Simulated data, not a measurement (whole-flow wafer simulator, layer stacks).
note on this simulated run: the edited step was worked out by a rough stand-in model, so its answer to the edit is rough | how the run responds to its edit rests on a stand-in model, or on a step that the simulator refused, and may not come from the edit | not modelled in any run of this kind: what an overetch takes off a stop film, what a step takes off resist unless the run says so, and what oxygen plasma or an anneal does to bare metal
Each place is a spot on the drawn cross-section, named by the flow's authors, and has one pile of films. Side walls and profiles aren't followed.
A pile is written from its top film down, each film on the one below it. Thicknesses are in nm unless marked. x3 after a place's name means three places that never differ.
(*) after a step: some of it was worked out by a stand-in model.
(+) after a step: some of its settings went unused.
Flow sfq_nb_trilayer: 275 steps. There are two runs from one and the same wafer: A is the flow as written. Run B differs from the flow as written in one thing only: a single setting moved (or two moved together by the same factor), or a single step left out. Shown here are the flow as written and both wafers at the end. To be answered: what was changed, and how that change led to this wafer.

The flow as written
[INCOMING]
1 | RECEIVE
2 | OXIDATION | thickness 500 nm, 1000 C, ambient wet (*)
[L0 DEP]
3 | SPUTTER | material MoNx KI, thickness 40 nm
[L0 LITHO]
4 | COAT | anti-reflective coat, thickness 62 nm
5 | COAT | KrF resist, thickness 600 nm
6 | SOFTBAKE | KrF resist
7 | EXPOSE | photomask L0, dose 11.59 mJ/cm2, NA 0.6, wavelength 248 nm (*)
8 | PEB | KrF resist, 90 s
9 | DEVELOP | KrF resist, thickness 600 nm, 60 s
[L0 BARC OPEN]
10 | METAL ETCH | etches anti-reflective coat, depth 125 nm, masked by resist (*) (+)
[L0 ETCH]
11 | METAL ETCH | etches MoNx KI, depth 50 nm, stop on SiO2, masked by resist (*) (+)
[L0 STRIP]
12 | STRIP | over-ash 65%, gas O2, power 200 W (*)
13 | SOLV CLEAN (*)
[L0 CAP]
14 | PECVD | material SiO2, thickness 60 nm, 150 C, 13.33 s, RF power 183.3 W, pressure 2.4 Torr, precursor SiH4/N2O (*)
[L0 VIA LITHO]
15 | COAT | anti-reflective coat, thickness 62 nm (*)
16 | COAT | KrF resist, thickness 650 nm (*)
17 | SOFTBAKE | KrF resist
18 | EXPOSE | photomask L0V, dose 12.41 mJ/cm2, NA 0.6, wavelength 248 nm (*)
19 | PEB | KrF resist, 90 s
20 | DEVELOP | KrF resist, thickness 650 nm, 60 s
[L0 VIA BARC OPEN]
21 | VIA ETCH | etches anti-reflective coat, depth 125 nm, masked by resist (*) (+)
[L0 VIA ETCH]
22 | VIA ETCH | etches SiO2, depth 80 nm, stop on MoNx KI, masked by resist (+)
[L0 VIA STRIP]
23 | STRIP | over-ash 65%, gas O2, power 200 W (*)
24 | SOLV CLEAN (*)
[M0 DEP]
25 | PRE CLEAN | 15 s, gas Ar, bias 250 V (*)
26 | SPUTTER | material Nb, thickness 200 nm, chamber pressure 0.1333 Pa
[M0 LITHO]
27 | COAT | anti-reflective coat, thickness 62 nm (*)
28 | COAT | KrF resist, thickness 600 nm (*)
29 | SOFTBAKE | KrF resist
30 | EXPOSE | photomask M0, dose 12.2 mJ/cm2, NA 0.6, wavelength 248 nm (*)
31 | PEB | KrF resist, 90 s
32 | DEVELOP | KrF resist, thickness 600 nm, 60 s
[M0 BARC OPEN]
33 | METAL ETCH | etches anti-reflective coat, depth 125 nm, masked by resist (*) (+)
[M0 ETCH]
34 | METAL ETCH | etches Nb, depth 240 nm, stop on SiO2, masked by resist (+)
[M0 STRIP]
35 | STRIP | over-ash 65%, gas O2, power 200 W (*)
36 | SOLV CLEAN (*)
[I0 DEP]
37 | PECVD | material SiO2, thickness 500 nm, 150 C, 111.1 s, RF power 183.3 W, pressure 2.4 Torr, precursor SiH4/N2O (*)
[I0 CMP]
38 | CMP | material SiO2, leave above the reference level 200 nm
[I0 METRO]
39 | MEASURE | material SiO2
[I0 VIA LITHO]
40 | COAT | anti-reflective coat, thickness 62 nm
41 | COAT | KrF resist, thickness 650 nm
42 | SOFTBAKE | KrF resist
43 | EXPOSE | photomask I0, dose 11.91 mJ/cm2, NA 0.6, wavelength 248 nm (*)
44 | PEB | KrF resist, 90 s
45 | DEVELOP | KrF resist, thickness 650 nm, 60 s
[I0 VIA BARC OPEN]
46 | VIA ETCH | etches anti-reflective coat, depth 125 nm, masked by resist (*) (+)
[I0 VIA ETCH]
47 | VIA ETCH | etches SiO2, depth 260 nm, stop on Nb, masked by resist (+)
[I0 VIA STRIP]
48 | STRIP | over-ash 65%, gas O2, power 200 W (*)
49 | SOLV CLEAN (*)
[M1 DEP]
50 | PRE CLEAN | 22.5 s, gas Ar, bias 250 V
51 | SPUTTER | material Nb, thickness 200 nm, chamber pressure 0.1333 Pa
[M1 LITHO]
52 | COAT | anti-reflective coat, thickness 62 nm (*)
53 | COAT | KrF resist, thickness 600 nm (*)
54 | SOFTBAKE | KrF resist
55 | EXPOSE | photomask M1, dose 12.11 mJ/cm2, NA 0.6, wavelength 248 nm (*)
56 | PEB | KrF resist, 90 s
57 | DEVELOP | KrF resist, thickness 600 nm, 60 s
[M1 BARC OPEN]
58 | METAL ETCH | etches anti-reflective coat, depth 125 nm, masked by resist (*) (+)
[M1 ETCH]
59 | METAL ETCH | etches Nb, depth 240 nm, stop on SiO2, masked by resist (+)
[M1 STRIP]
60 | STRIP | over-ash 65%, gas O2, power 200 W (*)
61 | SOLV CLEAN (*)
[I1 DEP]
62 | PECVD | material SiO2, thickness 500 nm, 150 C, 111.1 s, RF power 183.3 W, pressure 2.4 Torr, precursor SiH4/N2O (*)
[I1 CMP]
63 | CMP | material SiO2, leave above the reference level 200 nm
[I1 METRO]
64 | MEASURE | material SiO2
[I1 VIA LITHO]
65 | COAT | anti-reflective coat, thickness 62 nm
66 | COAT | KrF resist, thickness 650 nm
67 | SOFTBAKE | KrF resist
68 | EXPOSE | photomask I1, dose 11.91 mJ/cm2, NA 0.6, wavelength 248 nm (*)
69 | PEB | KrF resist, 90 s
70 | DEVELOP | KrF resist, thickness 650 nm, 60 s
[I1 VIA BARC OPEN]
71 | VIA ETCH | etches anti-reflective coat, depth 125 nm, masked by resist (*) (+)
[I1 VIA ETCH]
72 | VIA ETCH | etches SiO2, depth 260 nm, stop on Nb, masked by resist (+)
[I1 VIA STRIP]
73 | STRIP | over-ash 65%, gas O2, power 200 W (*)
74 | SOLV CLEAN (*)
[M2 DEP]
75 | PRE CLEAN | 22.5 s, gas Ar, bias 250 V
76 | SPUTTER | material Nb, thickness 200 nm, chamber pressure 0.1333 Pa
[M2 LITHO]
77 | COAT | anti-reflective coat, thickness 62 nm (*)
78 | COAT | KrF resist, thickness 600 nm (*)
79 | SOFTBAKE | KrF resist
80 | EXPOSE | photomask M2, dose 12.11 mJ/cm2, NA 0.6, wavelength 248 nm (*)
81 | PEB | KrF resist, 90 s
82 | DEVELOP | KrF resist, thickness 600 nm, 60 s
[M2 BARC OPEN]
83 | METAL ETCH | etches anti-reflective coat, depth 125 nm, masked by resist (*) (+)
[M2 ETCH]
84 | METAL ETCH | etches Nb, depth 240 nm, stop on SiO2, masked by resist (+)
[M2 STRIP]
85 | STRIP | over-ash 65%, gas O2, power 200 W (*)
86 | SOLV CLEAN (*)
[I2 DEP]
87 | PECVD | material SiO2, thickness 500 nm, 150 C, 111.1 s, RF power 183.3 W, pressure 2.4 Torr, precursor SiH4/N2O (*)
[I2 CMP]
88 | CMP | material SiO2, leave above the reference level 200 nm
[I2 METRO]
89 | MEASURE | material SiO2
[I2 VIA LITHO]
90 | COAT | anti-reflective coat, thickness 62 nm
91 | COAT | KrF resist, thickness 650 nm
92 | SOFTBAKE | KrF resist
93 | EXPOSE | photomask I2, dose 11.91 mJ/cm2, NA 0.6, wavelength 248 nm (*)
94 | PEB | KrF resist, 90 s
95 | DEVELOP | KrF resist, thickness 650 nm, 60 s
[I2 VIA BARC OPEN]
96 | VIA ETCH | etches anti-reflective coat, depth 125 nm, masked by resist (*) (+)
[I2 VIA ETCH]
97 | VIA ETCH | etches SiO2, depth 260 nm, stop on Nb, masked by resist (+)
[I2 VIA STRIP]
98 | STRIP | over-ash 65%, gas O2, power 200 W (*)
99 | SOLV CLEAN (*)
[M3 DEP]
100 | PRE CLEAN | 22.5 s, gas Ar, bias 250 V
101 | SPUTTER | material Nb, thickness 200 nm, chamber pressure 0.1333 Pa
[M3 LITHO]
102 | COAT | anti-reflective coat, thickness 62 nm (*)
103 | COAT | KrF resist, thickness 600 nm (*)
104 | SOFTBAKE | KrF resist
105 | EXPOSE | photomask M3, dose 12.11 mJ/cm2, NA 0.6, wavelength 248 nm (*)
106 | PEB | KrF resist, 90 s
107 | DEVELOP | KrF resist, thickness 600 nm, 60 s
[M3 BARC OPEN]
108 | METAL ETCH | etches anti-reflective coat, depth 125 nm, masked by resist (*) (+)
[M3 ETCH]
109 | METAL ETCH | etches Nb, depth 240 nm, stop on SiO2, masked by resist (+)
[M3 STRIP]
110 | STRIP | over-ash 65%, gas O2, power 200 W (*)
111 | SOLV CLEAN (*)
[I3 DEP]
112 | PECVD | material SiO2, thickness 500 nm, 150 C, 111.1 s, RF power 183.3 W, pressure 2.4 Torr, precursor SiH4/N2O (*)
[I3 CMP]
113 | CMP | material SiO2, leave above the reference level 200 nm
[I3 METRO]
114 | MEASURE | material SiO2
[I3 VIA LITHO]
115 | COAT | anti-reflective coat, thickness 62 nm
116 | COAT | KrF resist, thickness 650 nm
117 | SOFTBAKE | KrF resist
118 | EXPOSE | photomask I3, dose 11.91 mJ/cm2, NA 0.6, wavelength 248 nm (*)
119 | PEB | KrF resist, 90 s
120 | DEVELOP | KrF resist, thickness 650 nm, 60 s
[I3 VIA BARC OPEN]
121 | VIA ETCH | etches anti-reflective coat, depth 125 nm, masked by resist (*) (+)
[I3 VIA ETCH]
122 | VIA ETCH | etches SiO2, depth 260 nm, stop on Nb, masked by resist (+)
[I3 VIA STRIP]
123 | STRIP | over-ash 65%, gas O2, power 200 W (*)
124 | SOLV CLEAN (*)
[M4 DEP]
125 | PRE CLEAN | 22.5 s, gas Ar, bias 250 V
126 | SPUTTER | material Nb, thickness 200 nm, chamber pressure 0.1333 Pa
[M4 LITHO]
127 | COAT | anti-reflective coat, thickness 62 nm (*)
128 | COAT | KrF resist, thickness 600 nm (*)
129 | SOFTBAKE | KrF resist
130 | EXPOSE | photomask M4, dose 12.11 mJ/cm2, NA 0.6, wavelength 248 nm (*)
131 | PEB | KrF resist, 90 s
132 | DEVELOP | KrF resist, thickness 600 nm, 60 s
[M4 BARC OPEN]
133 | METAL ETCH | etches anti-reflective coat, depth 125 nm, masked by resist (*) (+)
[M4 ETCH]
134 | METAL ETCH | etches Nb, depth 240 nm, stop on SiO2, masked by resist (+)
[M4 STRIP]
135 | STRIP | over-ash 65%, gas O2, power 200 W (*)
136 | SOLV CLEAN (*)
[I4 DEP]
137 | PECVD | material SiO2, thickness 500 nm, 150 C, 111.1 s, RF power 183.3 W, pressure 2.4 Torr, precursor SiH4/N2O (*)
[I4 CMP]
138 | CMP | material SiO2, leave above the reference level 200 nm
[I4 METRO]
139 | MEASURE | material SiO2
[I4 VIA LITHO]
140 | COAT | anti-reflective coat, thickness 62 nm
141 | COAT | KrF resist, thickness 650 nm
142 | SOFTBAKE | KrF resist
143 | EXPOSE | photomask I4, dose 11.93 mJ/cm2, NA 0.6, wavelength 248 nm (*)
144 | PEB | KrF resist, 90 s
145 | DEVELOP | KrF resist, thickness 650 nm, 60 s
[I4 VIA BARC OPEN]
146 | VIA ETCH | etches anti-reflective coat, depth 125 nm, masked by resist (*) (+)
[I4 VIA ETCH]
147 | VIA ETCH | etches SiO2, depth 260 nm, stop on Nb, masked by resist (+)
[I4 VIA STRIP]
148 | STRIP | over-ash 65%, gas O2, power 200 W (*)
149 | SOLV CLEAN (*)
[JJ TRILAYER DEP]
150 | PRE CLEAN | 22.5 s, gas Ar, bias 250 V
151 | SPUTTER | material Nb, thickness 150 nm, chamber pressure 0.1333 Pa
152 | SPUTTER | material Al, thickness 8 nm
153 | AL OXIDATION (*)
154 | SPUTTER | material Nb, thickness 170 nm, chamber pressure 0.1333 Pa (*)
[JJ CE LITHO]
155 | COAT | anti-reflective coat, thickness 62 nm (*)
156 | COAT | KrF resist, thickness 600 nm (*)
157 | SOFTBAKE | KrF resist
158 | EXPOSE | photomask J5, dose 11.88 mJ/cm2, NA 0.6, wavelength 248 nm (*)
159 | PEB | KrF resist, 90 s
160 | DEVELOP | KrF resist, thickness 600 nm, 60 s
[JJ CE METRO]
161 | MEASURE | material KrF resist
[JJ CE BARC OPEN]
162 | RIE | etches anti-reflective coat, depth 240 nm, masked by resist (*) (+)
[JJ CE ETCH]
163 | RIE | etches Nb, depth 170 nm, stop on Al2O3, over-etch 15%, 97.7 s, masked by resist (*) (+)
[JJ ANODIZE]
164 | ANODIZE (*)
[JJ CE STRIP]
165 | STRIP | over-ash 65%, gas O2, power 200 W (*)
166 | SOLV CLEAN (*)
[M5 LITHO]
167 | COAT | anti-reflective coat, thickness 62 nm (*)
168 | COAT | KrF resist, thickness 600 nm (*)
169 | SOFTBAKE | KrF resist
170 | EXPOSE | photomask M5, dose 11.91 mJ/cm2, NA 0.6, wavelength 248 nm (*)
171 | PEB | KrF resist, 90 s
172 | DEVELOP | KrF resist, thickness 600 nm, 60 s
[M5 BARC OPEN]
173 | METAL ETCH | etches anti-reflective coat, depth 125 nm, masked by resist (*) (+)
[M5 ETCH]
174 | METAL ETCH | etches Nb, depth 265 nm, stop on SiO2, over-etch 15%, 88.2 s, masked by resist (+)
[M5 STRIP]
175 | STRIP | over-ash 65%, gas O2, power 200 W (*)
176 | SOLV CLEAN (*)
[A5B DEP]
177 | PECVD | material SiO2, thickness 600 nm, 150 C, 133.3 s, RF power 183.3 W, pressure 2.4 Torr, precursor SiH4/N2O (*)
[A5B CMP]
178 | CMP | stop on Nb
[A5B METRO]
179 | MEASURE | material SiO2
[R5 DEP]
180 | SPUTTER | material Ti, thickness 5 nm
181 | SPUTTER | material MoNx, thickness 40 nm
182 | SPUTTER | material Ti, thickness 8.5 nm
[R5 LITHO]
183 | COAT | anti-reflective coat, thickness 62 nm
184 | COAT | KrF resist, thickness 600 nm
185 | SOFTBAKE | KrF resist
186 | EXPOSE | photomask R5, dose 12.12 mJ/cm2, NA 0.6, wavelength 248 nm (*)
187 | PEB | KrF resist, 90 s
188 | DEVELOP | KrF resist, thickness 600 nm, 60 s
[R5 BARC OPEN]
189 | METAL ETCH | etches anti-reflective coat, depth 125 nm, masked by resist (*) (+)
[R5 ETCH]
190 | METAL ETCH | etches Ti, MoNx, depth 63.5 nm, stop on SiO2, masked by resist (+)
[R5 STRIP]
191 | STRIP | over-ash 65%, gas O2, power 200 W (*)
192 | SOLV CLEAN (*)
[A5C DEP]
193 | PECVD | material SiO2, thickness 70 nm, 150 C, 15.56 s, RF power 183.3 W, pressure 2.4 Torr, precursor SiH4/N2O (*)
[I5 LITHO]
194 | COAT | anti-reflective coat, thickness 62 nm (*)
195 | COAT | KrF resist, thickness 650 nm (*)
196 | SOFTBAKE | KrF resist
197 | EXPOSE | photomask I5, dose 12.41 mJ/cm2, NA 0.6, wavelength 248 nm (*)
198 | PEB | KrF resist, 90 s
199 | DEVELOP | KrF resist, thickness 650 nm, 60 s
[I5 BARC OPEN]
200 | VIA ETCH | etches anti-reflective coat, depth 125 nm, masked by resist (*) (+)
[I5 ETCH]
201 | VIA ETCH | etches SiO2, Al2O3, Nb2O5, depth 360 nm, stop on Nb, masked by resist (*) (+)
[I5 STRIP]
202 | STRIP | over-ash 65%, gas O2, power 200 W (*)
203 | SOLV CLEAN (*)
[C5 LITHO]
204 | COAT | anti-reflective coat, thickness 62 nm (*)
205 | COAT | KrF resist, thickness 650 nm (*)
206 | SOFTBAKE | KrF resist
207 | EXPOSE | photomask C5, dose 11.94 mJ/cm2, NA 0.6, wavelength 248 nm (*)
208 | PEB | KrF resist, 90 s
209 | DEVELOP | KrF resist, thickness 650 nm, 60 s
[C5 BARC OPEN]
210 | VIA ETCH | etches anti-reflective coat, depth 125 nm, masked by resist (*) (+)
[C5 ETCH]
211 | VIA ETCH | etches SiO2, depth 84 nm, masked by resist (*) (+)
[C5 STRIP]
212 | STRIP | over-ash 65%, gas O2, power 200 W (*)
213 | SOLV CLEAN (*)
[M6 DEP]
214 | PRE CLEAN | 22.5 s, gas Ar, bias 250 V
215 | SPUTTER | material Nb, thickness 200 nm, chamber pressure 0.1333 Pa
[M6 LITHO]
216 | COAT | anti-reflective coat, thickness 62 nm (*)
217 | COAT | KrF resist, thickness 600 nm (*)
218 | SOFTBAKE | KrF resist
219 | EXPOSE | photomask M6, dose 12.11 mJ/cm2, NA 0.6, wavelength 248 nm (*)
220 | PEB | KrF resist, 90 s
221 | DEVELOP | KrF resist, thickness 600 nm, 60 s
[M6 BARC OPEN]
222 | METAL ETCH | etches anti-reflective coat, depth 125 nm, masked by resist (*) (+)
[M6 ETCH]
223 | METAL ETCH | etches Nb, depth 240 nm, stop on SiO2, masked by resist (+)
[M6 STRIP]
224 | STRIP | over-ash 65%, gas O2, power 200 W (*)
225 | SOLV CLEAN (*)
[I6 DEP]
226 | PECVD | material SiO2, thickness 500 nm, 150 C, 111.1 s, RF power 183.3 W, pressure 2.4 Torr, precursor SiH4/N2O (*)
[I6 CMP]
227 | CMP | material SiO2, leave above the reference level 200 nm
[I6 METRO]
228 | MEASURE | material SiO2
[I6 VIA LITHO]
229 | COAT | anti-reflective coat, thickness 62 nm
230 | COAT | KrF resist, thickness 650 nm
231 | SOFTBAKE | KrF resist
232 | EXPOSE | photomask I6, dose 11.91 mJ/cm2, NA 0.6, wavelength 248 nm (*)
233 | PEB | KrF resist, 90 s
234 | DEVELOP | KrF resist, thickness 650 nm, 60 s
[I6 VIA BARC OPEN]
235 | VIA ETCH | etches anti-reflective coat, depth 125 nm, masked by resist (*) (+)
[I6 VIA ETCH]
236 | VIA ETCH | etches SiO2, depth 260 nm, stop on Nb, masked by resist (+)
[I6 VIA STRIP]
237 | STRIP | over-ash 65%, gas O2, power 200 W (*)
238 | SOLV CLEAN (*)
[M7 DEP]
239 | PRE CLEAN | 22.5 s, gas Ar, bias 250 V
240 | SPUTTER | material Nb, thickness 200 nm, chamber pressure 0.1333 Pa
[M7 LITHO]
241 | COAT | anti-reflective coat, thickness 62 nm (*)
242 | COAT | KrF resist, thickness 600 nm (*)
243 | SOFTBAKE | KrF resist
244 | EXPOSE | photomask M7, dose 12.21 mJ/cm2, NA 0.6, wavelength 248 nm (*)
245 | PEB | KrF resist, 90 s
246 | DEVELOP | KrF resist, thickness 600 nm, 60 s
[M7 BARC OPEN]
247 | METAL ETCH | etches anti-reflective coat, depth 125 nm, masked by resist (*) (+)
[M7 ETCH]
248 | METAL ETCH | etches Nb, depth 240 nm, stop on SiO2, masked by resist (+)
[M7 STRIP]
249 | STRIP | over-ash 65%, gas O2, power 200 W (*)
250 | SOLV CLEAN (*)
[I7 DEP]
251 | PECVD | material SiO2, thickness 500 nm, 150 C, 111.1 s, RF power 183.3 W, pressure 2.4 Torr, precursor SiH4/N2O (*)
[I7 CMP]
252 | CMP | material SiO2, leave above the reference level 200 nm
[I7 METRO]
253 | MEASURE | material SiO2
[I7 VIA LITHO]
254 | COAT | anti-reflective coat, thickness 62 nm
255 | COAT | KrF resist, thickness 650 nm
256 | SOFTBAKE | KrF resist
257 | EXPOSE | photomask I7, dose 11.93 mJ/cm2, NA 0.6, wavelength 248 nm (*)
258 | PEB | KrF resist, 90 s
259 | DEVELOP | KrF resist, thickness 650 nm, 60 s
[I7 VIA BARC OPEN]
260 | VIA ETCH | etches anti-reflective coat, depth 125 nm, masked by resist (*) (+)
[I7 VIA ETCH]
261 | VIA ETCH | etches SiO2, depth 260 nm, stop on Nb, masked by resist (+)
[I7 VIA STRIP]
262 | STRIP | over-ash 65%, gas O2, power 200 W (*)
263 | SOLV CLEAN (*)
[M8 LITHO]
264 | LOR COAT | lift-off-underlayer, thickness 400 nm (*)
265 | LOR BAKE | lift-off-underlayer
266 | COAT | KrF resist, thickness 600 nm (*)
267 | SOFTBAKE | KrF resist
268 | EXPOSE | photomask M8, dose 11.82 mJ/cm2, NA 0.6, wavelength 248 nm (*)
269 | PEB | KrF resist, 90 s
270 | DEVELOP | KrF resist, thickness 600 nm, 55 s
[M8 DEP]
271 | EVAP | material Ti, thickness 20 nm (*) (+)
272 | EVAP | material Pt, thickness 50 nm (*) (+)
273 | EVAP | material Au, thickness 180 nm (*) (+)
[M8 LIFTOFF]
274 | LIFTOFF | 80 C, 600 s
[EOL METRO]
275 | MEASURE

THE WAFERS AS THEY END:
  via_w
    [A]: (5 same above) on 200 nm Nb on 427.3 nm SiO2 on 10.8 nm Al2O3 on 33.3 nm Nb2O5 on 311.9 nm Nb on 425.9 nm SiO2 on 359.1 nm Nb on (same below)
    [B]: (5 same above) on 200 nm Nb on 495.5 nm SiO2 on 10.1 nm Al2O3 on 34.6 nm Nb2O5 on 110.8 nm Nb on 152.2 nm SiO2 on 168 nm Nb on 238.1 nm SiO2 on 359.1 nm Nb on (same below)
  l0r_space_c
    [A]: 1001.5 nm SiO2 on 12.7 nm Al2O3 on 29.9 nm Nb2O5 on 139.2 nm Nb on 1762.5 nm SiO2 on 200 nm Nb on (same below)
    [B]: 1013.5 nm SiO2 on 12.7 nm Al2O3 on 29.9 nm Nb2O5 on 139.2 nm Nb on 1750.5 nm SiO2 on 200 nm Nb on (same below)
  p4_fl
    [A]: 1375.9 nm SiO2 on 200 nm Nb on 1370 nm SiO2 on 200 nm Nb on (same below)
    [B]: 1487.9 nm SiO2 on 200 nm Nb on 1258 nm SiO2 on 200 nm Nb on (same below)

What caused this: step 112, PECVD: thickness 288 nm was run, while the flow as written has thickness 500 nm; step 112, PECVD: 63.89 s was run, where the flow has 111.1 s.

The path from the change to this, step by step:
  112 | PECVD | material SiO2, thickness 500 nm, 150 C, 111.1 s, RF power 183.3 W, pressure 2.4 Torr, precursor SiH4/N2O (*)
      field_l, be, be_sur and 64 more: A SiO2 gains 500 | B SiO2 gains 288
      v_sur, via_wl, via_wr and 27 more: A SiO2 gains 500 (new film) | B SiO2 gains 288 (new film)
      (also at 9 further places)
  113 | CMP | material SiO2, leave above the reference level 200 nm
      field_l, be, be_sur and 64 more: A SiO2 loses 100 | B nothing
      p4_g1, p4_g2, p3_s0, p3_s1, p3_s2, p3_s3, p3_s4, p3_s5: A SiO2 loses 157.1 | B nothing
      (also at 31 further places)
  115 | COAT | anti-reflective coat, thickness 62 nm
      c5j, m0r_line_l, m0r_line_r, m6r_line_l, m6r_line_r, m7r_line_l, m7r_line_r: A anti-reflective coat gains 62 (new film) | B anti-reflective coat gains 63.3 (new film)
      m0r_space_l, m0r_space_r, m6r_space_l, m6r_space_r, m7r_space_l, m7r_space_r: A anti-reflective coat gains 62 (new film) | B anti-reflective coat gains 76.7 (new film)
      (also at 76 further places)
  116 | COAT | KrF resist, thickness 650 nm
      m0r_line_l, m0r_line_r, m6r_line_l, m6r_line_r, m7r_line_l, m7r_line_r: A KrF resist gains 650 (new film) | B KrF resist gains 672 (new film)
      m0r_space_l, m0r_space_r, m6r_space_l, m6r_space_r, m7r_space_l, m7r_space_r: A KrF resist gains 650 (new film) | B KrF resist gains 663.6 (new film)
      (also at 61 further places)
  120 | DEVELOP | KrF resist, thickness 650 nm, 60 s
      via_v: A KrF resist loses 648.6 (all of it) | B KrF resist loses 608 (all of it)
  121 | VIA ETCH | etches anti-reflective coat, depth 125 nm, masked by resist (*) (+)
      field_l, v_sur, via_wl and 102 more: A KrF resist loses 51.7 | B KrF resist loses 44.1
      via_v: A anti-reflective coat loses 62 (all of it), SiO2 loses 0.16 | B anti-reflective coat loses 52.9 (all of it), SiO2 loses 0.13
  123 | STRIP | over-ash 65%, gas O2, power 200 W (*)
      m0r_line_l, m0r_line_r, m6r_line_l, m6r_line_r, m7r_line_l, m7r_line_r: A KrF resist loses 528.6 (all of it), anti-reflective coat loses 62 (all of it) | B KrF resist loses 558.2 (all of it), anti-reflective coat loses 63.3 (all of it)
      m0r_space_l, m0r_space_r, m6r_space_l, m6r_space_r, m7r_space_l, m7r_space_r: A KrF resist loses 528.6 (all of it), anti-reflective coat loses 62 (all of it) | B KrF resist loses 549.8 (all of it), anti-reflective coat loses 76.7 (all of it)
      (also at 93 further places)
  126 | SPUTTER | material Nb, thickness 200 nm, chamber pressure 0.1333 Pa
      via_w: A Nb gains 200 (new film) | B Nb gains 168 (new film)
  127 | COAT | anti-reflective coat, thickness 62 nm (*)
      m0r_line_l, m0r_line_r, m6r_line_l, m6r_line_r, m7r_line_l, m7r_line_r: A anti-reflective coat gains 62 (new film) | B anti-reflective coat gains 63.5 (new film)
      m0r_space_l, m0r_space_r, m6r_space_l, m6r_space_r, m7r_space_l, m7r_space_r: A anti-reflective coat gains 62 (new film) | B anti-reflective coat gains 74.2 (new film)
      (also at 76 further places)
  128 | COAT | KrF resist, thickness 600 nm (*)
      m0r_line_l, m0r_line_r, m6r_line_l, m6r_line_r, m7r_line_l, m7r_line_r: A KrF resist gains 600 (new film) | B KrF resist gains 619.6 (new film)
      m0r_space_l, m0r_space_r, m6r_space_l, m6r_space_r, m7r_space_l, m7r_space_r: A KrF resist gains 600 (new film) | B KrF resist gains 614.1 (new film)
      (also at 61 further places)
  132 | DEVELOP | KrF resist, thickness 600 nm, 60 s
      m0r_line_l, m0r_line_r, m6r_line_l, m6r_line_r, m7r_line_l, m7r_line_r: A KrF resist loses 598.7 (all of it) | B KrF resist loses 618.3 (all of it)
      m0r_space_l, m0r_space_r, m6r_space_l, m6r_space_r, m7r_space_l, m7r_space_r: A KrF resist loses 598.7 (all of it) | B KrF resist loses 612.8 (all of it)
      (also at 29 further places)
  133 | METAL ETCH | etches anti-reflective coat, depth 125 nm, masked by resist (*) (+)
      v_sur, via_wl, via_w and 36 more: A KrF resist loses 51.7 | B KrF resist loses 65.6
      m0r_line_l, m0r_line_r, m6r_line_l, m6r_line_r, m7r_line_l, m7r_line_r: A anti-reflective coat loses 62 (all of it) | B anti-reflective coat loses 63.5 (all of it)
      (also at 46 further places)
  135 | STRIP | over-ash 65%, gas O2, power 200 W (*)
      v_sur: A KrF resist loses 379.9 (all of it), anti-reflective coat loses 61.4 (all of it) | B KrF resist loses 310.5 (all of it), anti-reflective coat loses 44 (all of it)
      via_wl: A KrF resist loses 379.4 (all of it), anti-reflective coat loses 61.3 (all of it) | B KrF resist loses 315.7 (all of it), anti-reflective coat loses 40.1 (all of it)
      (also at 37 further places)
  137 | PECVD | material SiO2, thickness 500 nm, 150 C, 111.1 s, RF power 183.3 W, pressure 2.4 Torr, precursor SiH4/N2O (*)
      p3_s0, p3_s1, p3_s2, p3_s3, p3_s4, p3_s5: A SiO2 gains 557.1 | B SiO2 gains 669.1
      via_w: A SiO2 gains 500 (new film) | B SiO2 gains 576.9 (new film)
  138 | CMP | material SiO2, leave above the reference level 200 nm
      field_l, be, be_sur and 55 more: A SiO2 loses 100 | B nothing
      lsp_r, l0_sur, l0v: A SiO2 loses 91.9 | B nothing
      (also at 9 further places)
  140 | COAT | anti-reflective coat, thickness 62 nm
      be, m0r_space_l, m0r_space_r, m6r_space_l, m6r_space_r, m7r_space_l, m7r_space_r: A anti-reflective coat gains 62 (new film) | B anti-reflective coat gains 63.7 (new film)
      field_l, r5r_line_c: A anti-reflective coat gains 62 (new film) | B anti-reflective coat gains 63.9 (new film)
      (also at 21 further places)
  ... 31 further steps ...
  227 | CMP | material SiO2, leave above the reference level 200 nm
      ce_l, ce_r: A SiO2 loses 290 | B SiO2 loses 300
      c5j: A SiO2 loses 223 | B SiO2 loses 233
If metal films that touch count as one body, via_w has 6 bodies (between them, from the top down: SiO2 192.5; SiO2 495.5 / Al2O3 10.1 / Nb2O5 34.6; SiO2 152.2; SiO2 238.1; SiO2 416.9); the flow as written gives 5 bodies (between them, from the top down: SiO2 192.5; SiO2 427.3 / Al2O3 10.8 / Nb2O5 33.3; SiO2 425.9; SiO2 416.9).
